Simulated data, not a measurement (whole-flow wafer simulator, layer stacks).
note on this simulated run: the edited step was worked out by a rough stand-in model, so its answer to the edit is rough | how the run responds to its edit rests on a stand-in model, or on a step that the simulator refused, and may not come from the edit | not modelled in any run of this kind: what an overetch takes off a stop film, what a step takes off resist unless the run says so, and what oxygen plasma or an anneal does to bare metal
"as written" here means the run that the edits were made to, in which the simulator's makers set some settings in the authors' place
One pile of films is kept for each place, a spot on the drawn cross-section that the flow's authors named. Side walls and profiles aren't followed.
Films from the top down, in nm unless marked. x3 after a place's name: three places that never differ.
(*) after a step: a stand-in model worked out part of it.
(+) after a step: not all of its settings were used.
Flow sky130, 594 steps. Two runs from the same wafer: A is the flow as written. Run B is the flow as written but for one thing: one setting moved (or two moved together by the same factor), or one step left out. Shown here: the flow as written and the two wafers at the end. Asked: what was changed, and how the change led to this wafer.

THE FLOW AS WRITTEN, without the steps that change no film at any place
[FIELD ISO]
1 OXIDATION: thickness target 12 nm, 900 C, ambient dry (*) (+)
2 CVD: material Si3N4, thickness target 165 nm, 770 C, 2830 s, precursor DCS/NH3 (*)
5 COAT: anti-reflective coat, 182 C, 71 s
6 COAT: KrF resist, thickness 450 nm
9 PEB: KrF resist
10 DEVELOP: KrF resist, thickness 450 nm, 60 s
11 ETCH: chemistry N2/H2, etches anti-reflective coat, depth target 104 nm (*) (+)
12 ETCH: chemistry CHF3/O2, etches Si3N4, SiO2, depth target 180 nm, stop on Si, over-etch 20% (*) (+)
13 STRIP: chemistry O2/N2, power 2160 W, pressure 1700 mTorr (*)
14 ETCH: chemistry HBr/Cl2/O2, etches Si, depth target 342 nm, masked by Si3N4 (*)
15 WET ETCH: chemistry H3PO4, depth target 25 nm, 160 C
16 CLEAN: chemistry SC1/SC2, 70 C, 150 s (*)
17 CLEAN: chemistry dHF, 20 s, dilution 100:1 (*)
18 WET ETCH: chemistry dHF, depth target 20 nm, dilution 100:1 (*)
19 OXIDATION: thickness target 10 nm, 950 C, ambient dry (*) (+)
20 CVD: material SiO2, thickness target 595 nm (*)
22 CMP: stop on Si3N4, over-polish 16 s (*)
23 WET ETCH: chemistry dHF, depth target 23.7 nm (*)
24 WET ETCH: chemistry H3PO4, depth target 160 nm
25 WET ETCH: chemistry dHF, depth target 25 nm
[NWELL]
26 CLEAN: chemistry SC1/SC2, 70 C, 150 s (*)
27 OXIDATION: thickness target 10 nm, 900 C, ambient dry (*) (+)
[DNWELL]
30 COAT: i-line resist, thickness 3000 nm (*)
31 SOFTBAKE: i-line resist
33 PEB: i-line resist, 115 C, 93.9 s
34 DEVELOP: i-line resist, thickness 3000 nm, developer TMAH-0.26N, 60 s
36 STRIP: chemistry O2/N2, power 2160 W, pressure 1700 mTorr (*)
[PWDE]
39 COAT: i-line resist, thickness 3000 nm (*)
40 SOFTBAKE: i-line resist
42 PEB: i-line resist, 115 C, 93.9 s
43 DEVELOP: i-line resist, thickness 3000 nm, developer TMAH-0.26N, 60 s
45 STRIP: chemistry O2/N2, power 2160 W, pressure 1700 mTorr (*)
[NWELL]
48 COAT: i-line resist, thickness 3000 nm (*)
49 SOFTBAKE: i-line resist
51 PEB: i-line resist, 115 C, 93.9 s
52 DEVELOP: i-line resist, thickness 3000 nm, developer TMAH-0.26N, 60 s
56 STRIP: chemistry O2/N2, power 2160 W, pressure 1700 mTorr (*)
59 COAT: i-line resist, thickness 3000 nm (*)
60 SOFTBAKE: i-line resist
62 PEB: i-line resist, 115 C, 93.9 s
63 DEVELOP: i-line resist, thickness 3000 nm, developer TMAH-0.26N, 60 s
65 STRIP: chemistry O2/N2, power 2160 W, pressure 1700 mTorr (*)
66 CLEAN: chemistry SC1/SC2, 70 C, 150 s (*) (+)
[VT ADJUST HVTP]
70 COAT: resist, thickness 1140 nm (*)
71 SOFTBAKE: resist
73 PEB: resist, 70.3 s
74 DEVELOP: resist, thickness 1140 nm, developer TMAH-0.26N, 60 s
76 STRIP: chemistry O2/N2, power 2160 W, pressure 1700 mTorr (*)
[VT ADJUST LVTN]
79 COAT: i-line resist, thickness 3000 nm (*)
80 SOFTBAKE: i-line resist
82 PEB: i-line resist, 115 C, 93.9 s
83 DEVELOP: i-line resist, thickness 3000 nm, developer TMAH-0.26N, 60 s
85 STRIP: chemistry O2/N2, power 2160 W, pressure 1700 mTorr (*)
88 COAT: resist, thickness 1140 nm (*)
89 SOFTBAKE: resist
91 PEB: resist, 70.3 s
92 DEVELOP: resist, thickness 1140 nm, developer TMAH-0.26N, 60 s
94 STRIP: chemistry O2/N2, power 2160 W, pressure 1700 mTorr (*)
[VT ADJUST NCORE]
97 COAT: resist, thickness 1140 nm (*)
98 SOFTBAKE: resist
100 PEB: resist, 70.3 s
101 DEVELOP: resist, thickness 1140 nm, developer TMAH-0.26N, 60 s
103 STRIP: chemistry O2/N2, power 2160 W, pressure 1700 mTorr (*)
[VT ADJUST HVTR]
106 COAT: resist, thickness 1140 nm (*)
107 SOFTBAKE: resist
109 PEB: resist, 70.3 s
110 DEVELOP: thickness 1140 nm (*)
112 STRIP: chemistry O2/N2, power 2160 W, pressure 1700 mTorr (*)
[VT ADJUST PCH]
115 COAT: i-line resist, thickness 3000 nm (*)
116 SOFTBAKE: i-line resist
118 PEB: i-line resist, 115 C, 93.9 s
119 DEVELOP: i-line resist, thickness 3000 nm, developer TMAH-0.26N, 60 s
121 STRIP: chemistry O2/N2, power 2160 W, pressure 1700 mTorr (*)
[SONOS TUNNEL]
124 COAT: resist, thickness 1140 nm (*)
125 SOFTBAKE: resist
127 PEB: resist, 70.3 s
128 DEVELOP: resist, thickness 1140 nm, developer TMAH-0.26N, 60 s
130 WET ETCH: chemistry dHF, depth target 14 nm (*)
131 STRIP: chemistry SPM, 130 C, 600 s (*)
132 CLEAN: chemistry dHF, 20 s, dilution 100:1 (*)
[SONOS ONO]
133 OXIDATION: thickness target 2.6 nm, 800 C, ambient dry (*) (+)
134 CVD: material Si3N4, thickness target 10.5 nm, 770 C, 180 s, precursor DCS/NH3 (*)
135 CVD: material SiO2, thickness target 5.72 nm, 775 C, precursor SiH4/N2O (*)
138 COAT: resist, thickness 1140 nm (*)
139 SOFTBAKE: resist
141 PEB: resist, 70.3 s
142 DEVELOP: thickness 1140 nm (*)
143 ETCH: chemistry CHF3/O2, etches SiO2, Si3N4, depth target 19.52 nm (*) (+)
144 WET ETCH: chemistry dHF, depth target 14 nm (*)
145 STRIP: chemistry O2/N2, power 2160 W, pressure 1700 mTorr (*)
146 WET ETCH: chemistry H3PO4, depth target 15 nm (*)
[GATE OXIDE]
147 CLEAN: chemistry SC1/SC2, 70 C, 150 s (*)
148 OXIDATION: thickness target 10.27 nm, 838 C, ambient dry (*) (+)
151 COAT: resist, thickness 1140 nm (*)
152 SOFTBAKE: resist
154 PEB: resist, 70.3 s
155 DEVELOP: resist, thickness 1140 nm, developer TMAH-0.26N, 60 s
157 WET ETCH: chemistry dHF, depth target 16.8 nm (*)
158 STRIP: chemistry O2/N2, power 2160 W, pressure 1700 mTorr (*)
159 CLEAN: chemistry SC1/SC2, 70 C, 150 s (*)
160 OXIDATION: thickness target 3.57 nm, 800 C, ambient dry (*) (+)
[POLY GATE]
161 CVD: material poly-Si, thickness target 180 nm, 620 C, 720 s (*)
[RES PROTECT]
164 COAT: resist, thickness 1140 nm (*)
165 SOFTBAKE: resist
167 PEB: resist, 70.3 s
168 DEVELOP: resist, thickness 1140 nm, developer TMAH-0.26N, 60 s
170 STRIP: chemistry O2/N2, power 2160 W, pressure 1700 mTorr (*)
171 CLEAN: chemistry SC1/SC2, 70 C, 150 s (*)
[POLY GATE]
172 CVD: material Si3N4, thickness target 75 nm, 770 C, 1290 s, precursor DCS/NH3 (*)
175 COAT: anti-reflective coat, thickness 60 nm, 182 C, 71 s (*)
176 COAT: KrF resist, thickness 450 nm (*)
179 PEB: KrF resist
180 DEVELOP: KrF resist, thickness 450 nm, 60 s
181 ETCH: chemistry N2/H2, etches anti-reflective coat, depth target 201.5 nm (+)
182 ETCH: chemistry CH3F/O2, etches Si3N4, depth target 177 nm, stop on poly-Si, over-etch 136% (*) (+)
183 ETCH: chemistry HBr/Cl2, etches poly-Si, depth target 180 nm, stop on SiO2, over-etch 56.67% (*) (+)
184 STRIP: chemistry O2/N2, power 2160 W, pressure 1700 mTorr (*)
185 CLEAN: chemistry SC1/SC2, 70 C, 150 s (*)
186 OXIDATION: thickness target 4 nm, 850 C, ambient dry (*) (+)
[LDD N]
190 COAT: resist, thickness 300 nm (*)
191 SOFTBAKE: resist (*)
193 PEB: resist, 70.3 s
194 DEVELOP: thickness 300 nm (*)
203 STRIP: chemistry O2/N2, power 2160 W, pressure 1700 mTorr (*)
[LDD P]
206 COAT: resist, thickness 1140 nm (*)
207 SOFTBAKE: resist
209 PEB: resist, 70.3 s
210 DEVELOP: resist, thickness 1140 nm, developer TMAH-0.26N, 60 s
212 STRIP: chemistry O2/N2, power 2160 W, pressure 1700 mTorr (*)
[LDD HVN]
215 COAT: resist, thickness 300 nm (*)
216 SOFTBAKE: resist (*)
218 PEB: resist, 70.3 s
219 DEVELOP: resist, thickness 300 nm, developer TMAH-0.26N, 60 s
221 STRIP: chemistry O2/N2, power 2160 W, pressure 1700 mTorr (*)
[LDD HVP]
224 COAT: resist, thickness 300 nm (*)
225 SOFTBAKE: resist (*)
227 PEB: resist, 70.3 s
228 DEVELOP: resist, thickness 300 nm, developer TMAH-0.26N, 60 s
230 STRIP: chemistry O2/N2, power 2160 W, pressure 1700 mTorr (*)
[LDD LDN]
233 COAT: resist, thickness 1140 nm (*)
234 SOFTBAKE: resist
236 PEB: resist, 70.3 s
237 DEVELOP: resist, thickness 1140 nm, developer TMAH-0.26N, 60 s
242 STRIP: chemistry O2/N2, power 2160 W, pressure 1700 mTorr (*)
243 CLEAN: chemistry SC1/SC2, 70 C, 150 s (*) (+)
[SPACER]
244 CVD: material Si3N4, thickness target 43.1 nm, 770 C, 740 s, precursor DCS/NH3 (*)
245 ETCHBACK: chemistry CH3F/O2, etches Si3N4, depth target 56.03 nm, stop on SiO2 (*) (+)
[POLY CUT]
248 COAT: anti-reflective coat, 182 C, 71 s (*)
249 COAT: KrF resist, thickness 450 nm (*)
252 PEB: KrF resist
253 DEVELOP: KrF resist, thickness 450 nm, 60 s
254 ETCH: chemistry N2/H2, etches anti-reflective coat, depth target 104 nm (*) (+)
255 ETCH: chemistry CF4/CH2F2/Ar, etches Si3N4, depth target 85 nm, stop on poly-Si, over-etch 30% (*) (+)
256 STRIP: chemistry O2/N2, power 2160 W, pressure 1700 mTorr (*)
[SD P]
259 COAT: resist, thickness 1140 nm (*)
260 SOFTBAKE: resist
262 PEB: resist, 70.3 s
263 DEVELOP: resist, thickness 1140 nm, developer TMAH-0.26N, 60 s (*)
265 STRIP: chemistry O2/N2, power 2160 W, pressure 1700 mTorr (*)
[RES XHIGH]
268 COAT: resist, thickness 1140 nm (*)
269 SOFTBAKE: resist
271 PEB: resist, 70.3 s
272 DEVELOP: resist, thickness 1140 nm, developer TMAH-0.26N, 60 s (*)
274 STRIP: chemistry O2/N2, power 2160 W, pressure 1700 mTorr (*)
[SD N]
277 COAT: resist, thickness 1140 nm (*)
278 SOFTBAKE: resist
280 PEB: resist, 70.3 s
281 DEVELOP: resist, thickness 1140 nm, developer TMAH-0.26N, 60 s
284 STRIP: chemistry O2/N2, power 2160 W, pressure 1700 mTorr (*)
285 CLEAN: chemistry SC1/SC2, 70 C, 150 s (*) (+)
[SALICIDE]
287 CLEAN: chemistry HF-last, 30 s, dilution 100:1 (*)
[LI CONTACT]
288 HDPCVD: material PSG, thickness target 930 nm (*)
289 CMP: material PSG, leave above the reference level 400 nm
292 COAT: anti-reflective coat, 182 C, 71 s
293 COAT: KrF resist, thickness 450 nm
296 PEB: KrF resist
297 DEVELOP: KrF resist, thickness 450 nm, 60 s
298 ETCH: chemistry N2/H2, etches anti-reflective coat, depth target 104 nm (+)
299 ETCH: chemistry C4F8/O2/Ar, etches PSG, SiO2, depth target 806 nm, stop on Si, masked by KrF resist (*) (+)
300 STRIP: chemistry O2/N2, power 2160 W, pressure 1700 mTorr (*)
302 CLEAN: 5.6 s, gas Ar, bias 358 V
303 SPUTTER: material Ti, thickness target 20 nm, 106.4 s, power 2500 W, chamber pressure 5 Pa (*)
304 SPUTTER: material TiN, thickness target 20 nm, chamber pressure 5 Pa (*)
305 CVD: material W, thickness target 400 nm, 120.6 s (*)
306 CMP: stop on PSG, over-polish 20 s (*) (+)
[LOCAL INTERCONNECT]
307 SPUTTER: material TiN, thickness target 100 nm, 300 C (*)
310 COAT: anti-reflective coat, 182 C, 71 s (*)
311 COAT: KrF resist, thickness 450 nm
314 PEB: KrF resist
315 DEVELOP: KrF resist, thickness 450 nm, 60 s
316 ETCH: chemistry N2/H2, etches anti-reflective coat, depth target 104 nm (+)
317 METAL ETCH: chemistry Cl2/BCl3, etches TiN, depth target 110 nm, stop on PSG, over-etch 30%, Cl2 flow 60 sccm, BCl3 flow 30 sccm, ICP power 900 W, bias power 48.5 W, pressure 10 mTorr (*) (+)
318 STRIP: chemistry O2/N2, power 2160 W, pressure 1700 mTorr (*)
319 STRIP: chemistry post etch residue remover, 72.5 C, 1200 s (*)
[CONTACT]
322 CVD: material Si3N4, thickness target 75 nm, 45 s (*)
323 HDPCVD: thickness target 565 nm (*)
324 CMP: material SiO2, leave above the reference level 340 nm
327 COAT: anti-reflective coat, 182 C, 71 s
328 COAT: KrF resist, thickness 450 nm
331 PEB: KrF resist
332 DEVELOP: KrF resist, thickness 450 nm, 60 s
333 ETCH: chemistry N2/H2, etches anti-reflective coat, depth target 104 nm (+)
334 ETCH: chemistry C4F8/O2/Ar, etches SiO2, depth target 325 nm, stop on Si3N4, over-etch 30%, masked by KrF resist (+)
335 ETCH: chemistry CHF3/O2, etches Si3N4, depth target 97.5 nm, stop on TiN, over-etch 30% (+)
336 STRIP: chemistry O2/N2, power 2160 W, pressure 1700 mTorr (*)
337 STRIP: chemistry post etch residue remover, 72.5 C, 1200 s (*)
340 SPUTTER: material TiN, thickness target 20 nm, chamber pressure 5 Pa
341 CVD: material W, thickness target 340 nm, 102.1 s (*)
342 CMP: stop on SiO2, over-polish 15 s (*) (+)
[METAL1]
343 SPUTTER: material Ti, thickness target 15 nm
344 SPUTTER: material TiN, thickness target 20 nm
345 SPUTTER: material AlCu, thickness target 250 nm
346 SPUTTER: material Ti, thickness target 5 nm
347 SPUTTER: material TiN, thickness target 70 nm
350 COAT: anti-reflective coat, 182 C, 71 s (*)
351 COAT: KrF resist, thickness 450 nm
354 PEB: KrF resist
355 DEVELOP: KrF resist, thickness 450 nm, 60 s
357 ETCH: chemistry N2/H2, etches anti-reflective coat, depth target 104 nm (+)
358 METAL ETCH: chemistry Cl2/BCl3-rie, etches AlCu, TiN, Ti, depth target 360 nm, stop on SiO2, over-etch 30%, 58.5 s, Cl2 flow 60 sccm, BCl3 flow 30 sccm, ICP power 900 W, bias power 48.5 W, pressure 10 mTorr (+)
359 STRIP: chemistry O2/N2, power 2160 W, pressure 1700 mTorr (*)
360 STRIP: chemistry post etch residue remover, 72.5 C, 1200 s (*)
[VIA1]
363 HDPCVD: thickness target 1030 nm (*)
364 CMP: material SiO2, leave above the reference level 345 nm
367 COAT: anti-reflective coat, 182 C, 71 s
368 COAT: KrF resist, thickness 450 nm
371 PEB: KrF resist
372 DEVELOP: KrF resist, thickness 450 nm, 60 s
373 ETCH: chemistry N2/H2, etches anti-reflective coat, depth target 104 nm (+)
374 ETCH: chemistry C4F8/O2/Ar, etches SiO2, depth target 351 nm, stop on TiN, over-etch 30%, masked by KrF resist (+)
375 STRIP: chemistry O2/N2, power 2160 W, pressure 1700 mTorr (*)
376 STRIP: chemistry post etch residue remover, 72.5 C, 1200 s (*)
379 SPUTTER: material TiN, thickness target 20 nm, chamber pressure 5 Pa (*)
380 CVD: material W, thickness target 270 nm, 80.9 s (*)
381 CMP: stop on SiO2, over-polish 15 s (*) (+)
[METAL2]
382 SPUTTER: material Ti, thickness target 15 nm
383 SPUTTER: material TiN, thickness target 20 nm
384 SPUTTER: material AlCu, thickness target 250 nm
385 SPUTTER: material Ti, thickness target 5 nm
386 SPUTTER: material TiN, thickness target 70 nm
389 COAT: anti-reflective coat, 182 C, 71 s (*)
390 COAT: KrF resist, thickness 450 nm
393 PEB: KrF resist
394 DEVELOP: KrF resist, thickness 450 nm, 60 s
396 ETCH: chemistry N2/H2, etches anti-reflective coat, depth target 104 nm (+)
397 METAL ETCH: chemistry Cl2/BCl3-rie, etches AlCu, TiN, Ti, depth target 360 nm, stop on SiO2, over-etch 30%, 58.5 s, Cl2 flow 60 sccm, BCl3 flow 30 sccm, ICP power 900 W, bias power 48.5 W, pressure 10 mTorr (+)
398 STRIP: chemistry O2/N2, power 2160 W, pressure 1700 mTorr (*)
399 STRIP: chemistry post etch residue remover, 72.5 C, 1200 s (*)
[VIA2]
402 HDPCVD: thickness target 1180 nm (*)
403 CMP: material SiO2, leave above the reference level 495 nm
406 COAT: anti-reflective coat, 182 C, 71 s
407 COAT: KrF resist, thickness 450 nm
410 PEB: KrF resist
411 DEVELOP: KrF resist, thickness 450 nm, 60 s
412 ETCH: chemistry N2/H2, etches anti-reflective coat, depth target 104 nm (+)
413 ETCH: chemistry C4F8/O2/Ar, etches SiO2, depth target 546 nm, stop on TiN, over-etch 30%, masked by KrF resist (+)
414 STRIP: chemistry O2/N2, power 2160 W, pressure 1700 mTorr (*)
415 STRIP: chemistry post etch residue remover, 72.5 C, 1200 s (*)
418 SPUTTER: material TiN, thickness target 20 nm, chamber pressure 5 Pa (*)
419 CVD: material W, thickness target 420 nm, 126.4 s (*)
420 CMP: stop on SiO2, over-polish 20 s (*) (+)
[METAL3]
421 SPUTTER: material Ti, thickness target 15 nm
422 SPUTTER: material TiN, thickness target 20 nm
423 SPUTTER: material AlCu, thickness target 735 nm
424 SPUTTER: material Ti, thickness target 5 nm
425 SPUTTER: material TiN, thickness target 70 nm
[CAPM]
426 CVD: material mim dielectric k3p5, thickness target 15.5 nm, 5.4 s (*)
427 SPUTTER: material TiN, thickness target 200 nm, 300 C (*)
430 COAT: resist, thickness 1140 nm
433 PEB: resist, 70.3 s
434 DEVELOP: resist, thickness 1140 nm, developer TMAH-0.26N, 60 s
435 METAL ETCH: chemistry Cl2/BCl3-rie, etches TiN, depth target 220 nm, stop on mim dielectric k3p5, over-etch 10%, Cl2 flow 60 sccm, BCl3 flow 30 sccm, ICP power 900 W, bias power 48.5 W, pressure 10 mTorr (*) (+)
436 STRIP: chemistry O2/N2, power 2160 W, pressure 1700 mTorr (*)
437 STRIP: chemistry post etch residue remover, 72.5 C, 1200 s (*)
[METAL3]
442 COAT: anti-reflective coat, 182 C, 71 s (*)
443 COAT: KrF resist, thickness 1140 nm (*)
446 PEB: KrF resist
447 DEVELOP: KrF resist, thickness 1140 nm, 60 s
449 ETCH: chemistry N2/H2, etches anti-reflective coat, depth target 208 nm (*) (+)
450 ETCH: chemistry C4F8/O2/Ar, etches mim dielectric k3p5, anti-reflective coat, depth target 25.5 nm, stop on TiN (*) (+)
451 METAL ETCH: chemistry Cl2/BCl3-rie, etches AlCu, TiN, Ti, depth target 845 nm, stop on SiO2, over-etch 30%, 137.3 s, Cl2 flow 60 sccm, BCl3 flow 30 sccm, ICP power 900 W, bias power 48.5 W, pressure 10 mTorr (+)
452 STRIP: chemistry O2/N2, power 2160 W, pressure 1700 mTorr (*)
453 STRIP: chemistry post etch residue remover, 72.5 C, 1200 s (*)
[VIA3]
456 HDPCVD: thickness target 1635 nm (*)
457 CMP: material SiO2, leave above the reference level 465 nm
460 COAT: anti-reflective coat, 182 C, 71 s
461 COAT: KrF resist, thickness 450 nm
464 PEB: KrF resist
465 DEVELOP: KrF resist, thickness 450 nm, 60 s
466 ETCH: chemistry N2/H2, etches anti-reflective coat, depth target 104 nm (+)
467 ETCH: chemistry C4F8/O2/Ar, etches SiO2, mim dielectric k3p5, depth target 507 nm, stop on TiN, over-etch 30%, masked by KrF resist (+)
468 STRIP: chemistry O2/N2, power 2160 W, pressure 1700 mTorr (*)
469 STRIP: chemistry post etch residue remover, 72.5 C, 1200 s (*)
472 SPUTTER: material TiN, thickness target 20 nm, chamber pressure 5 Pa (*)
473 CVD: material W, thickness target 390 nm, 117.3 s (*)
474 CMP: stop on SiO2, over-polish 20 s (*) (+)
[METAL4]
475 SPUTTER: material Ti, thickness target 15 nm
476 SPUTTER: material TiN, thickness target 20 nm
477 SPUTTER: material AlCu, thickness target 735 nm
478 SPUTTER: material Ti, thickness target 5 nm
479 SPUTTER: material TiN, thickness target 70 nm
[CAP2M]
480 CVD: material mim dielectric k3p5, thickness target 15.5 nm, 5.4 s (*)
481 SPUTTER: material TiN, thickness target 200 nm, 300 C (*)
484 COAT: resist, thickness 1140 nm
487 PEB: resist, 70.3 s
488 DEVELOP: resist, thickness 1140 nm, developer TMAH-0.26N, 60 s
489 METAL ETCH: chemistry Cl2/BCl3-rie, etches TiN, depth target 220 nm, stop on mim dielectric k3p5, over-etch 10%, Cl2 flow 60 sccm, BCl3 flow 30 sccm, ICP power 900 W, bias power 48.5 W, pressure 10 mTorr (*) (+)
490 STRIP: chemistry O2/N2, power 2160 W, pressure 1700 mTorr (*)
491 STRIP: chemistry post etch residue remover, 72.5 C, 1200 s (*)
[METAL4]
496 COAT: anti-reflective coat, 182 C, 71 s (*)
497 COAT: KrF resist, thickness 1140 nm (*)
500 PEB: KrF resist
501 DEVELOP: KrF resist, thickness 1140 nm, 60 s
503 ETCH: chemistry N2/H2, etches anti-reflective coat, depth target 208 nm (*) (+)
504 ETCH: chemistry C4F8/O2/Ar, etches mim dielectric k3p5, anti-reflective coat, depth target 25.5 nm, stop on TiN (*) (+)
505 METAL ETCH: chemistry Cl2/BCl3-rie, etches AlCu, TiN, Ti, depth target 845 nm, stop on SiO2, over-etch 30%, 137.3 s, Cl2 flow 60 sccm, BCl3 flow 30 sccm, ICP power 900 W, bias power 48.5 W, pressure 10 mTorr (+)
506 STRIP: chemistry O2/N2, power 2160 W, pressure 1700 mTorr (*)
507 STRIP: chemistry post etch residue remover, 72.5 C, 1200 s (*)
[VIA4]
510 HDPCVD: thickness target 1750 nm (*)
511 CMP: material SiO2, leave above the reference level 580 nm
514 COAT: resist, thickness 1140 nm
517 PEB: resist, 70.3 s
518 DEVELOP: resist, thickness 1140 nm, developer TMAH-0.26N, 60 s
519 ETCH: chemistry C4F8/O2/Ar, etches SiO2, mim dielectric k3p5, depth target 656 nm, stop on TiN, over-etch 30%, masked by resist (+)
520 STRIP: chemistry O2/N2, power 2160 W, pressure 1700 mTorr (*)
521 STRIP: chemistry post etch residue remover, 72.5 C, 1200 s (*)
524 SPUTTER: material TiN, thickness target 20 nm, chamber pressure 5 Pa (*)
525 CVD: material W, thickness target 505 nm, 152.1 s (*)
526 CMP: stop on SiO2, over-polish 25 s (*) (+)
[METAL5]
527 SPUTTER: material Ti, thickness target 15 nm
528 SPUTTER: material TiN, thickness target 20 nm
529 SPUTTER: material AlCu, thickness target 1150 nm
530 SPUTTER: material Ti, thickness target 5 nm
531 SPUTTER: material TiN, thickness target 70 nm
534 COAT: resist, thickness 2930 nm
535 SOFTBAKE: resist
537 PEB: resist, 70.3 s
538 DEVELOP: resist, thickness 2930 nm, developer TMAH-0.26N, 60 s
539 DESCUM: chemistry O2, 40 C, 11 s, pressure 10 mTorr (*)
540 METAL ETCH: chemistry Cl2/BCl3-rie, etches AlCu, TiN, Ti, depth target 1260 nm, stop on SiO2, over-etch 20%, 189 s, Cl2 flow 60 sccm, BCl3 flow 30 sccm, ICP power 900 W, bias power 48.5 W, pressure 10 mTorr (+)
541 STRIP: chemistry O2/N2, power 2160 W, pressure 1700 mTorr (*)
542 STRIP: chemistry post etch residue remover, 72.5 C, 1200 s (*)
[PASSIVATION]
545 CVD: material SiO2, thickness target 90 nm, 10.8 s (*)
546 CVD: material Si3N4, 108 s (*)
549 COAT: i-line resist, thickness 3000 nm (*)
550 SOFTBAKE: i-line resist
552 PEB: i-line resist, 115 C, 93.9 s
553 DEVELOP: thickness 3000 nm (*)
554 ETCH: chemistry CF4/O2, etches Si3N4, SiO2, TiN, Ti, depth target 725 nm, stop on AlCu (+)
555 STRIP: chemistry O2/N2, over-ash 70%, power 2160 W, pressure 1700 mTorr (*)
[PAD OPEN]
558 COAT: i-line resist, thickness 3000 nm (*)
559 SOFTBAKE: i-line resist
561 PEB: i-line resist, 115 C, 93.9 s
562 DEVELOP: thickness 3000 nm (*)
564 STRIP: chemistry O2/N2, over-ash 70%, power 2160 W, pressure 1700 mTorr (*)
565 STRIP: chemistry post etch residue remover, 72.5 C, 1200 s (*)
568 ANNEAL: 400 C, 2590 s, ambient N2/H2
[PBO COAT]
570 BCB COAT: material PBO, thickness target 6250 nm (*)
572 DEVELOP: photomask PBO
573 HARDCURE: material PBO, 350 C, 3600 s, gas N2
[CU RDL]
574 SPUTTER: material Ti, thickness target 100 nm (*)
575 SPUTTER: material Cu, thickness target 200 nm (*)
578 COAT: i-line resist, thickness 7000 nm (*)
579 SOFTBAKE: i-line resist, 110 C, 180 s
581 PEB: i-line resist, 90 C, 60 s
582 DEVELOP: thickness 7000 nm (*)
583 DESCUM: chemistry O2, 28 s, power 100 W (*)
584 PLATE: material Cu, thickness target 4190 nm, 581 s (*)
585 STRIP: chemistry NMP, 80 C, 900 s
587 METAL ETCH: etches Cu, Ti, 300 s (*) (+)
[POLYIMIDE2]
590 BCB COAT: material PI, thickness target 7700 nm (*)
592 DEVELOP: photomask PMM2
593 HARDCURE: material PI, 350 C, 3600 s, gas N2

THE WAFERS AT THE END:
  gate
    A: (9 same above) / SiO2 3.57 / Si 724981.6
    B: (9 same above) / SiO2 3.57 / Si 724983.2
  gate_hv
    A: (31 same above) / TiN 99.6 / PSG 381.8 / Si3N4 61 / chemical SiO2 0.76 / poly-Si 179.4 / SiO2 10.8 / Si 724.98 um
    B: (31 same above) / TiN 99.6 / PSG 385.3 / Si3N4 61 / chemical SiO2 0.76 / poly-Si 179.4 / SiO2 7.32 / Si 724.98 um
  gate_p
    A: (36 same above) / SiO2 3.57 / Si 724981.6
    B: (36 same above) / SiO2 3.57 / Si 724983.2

The cause: step 148, OXIDATION: thickness target 6.674 nm was run, where the flow has thickness target 10.27 nm.

How the change led to this, step by step:
  148 OXIDATION: thickness target 10.27 nm, 838 C, ambient dry (*) (+)
      active, n_well, p_well and 98 more: A SiO2 +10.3 (new film), chemical SiO2 -0.76 (all of it), Si -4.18 | B SiO2 +6.67 (new film), chemical SiO2 -0.76 (all of it), Si -2.6
  157 WET ETCH: chemistry dHF, depth target 16.8 nm (*)
      active, n_well, p_well and 58 more: A SiO2 -10.3 (all of it) | B SiO2 -6.67 (all of it)
  175 COAT: anti-reflective coat, thickness 60 nm, 182 C, 71 s (*)
      m1: A anti-reflective coat +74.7 (new film) | B anti-reflective coat +76.3 (new film)
      nwell_res: A anti-reflective coat +74 (new film) | B anti-reflective coat +72.5 (new film)
      (and at 7 more places)
  181 ETCH: chemistry N2/H2, etches anti-reflective coat, depth target 201.5 nm (+)
      nwell_res: A anti-reflective coat -74 (all of it), Si3N4 -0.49 | B anti-reflective coat -72.5 (all of it), Si3N4 -0.53
      pplus_nw: A anti-reflective coat -73.9 (all of it), Si3N4 -0.49 | B anti-reflective coat -72.4 (all of it), Si3N4 -0.53
      (and at 4 more places)
  184 STRIP: chemistry O2/N2, power 2160 W, pressure 1700 mTorr (*)
      m1: A KrF resist -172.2 (all of it), anti-reflective coat -74.7 (all of it) | B KrF resist -171.6 (all of it), anti-reflective coat -76.3 (all of it)
      wcut_fox_pw: A KrF resist -171.3 (all of it), anti-reflective coat -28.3 (all of it) | B KrF resist -170.8 (all of it), anti-reflective coat -27.7 (all of it)
      (and at 1 more place)
  248 COAT: anti-reflective coat, 182 C, 71 s (*)
      m1: A anti-reflective coat +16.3 (new film) | B anti-reflective coat +16.9 (new film)
      pplus_nw: A anti-reflective coat +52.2 (new film) | B anti-reflective coat +50.8 (new film)
      (and at 8 more places)
  256 STRIP: chemistry O2/N2, power 2160 W, pressure 1700 mTorr (*)
      m1: A KrF resist -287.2 (all of it), anti-reflective coat -16.3 (all of it) | B KrF resist -288.5 (all of it), anti-reflective coat -16.9 (all of it)
      pplus_nw: A KrF resist -444.5 (all of it), anti-reflective coat -52.2 (all of it) | B KrF resist -444.5 (all of it), anti-reflective coat -50.8 (all of it)
      (and at 8 more places)
  306 CMP: stop on PSG, over-polish 20 s (*) (+)
      poly_licon: A W -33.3 | B W -31.5
